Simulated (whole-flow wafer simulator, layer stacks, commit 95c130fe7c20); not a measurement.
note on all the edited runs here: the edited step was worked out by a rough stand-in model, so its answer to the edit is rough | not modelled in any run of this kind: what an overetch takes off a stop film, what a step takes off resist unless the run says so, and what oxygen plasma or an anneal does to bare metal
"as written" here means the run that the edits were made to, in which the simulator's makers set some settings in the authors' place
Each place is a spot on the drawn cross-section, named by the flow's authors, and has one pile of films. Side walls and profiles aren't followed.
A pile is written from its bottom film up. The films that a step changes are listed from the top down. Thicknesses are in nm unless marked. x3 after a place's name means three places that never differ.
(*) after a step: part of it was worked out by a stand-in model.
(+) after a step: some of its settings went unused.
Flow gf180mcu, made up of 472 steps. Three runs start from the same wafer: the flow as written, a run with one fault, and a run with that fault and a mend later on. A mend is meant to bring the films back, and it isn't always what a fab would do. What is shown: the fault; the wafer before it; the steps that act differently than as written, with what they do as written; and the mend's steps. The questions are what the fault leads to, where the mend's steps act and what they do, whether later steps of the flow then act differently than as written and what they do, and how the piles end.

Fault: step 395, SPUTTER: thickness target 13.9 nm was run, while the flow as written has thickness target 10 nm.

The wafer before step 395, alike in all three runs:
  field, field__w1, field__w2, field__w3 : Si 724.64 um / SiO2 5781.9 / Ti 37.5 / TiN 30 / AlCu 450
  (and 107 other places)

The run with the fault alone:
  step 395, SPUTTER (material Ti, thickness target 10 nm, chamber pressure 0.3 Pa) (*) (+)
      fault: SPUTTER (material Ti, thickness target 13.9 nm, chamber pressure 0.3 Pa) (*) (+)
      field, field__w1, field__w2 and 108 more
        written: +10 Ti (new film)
        fault: +13.9 Ti (new film)
  Later steps of the flow acting differently than as written (2 other steps are not shown; they differ only slightly, by no more than 2% or 0.5 nm, whichever is larger):
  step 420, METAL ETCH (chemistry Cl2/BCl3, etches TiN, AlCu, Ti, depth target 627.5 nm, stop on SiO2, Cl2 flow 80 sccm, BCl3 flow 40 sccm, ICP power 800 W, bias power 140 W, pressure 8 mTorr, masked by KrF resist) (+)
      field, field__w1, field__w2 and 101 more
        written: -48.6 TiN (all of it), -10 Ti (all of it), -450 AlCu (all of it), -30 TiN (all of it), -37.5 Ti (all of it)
        fault: -48.6 TiN (all of it), -13.9 Ti (all of it), -450 AlCu (all of it), -30 TiN (all of it), -37.5 Ti (all of it)
  By the end, the piles at field__w4, field__w8, contact, m1, m1__w1, mim, mim_1p0, m1_nw depart from the flow's by more than 2% or 0.5 nm, whichever is larger.
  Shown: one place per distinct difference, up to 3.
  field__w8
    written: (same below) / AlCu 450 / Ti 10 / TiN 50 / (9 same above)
    fault: (same below) / AlCu 450 / Ti 13.9 / TiN 50 / (9 same above)
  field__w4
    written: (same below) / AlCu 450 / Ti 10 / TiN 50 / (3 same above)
    fault: (same below) / AlCu 450 / Ti 13.9 / TiN 50 / (3 same above)
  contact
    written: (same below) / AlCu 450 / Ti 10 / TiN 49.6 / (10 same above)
    fault: (same below) / AlCu 450 / Ti 13.9 / TiN 49.6 / (10 same above)

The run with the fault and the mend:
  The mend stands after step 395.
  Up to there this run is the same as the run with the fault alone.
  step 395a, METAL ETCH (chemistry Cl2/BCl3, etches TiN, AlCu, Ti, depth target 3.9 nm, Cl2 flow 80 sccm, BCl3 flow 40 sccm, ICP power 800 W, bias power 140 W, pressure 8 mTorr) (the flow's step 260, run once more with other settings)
      field, field__w1, field__w2 and 108 more
        -3.9 Ti
  Every later step of the flow that is run acts as written at every place that is followed.
  At every place that both follow, the piles at the end match the flow's.
